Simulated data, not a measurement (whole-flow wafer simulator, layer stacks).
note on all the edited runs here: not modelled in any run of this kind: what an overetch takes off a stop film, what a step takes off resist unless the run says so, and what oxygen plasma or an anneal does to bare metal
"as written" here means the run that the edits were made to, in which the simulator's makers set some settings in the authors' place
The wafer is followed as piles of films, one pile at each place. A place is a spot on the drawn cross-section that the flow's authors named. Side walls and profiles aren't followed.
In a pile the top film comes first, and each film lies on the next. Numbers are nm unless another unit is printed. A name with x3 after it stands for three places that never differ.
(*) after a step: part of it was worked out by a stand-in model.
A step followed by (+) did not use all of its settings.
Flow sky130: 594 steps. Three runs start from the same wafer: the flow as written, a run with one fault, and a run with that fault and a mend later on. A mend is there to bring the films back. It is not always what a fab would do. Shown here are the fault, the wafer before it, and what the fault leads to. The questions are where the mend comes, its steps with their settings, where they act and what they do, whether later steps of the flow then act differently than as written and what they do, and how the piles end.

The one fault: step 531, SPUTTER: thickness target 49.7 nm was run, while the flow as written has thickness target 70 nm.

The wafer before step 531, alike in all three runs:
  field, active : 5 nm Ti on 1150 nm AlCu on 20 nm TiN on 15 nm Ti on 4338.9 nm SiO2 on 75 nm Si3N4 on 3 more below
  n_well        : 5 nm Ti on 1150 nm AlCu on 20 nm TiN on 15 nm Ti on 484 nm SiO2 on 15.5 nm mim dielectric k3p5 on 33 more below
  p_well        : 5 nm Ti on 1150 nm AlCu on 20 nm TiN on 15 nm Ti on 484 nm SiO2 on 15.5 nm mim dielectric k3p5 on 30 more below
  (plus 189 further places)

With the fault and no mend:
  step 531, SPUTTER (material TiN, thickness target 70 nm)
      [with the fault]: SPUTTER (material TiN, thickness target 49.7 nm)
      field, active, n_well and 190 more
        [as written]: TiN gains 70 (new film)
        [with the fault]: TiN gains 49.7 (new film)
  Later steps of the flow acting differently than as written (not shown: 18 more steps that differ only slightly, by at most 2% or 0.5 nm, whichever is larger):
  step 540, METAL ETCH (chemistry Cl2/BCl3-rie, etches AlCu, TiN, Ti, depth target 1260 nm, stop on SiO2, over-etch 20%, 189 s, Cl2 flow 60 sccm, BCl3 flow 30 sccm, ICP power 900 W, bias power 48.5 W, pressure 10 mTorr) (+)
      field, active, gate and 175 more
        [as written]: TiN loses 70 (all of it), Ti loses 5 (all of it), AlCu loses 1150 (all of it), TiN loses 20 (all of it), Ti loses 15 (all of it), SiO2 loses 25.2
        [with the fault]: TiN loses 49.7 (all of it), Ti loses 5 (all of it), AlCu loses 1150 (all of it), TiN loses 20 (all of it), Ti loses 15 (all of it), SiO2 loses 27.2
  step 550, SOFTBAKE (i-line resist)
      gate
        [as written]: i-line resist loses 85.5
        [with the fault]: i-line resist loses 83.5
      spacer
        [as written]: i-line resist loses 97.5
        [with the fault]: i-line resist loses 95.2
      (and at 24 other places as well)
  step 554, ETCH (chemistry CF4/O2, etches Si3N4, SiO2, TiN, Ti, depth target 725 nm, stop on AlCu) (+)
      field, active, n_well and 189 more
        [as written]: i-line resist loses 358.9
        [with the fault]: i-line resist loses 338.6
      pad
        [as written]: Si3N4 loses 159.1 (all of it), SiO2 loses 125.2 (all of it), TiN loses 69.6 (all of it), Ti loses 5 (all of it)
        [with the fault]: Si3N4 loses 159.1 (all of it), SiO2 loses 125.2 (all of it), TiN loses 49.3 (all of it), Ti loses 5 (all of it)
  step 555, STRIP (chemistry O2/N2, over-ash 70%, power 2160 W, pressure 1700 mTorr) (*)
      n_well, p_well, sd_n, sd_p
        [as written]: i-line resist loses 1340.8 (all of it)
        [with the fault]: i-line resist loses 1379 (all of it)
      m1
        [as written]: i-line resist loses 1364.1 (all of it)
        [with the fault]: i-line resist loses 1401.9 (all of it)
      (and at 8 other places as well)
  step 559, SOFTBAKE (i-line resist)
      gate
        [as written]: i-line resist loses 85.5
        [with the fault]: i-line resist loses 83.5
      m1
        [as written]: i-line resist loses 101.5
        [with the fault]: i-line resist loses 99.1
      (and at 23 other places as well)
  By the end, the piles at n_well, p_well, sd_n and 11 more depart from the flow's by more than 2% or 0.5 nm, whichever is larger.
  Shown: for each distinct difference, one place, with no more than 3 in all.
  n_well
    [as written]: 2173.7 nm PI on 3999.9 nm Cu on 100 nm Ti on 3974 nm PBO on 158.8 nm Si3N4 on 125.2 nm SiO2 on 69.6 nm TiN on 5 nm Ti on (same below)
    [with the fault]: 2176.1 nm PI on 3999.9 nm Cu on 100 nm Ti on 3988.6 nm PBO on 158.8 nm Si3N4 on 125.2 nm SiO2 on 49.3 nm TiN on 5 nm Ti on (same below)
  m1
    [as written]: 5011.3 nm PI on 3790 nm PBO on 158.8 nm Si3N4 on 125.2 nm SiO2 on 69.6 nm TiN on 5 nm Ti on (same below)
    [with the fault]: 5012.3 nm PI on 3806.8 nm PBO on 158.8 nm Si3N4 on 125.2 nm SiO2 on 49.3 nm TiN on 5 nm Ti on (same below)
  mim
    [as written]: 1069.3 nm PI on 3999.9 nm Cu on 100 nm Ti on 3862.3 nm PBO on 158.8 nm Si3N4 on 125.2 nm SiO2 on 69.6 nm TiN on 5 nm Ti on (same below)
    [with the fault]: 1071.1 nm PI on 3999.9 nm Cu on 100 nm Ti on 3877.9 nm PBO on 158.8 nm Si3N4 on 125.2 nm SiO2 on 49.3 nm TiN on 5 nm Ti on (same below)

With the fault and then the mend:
  After step 538 comes the mend.
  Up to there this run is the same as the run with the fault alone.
  step 538a, STRIP (chemistry O2/N2, power 2160 W, pressure 1700 mTorr) (*)
      n_well, p_well, sd_n and 9 more
        resist loses 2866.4 (all of it)
      m1, via4_hole
        resist loses 2868.5 (all of it)
      via4_enc
        resist loses 2866.3 (all of it)
  step 538b, SPUTTER (material TiN, thickness target 20.3 nm) (a further turn of the flow's step 531, with different settings)
      field, active, n_well and 190 more
        TiN gains 20.3
  step 538c, HMDS (120 C, 60 s) (a further turn of the flow's step 533)
      alters no film at any place that is followed
  step 538d, COAT (resist, thickness 2930 nm) (a further turn of the flow's step 534)
      n_well, p_well, gate_hv and 172 more
        resist gains 2930 (new film)
      field, active, gate and 13 more
        resist gains 2929.9 (new film)
      m1, via4_hole
        resist gains 2932.1 (new film)
  step 538e, SOFTBAKE (resist) (a further turn of the flow's step 535)
      field, active, gate, spacer, m1, sonos_cell, sonos_guard, sonos_guard_hv
        resist gains 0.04
      nwell_res
        resist gains 0.03
      pplus_nw
        resist gains 0.02
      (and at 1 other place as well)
  step 538f, EXPOSE (photomask MM5, dose 309.9 mJ/cm2, NA 0.6, wavelength 365 nm) (*) (a further turn of the flow's step 536)
      alters no film at any place that is followed
  step 538g, PEB (resist, 70.3 s) (a further turn of the flow's step 537)
      field, active, n_well and 188 more
        resist loses 63.6
      m1, via4_hole
        resist loses 63.7
  step 538h, DEVELOP (resist, thickness 2930 nm, developer TMAH-0.26N, 60 s) (a further turn of the flow's step 538)
      field, active, gate and 168 more
        resist loses 2866.4 (all of it)
      via1_hole, via1_enc, via2_hole, via2_enc, via3_hole, via3_enc, via_li1
        resist loses 2866.3 (all of it)
  Later steps of the flow that are run all act as written at every place that is followed.
  By the end, the piles equal the flow's at every place that both follow.
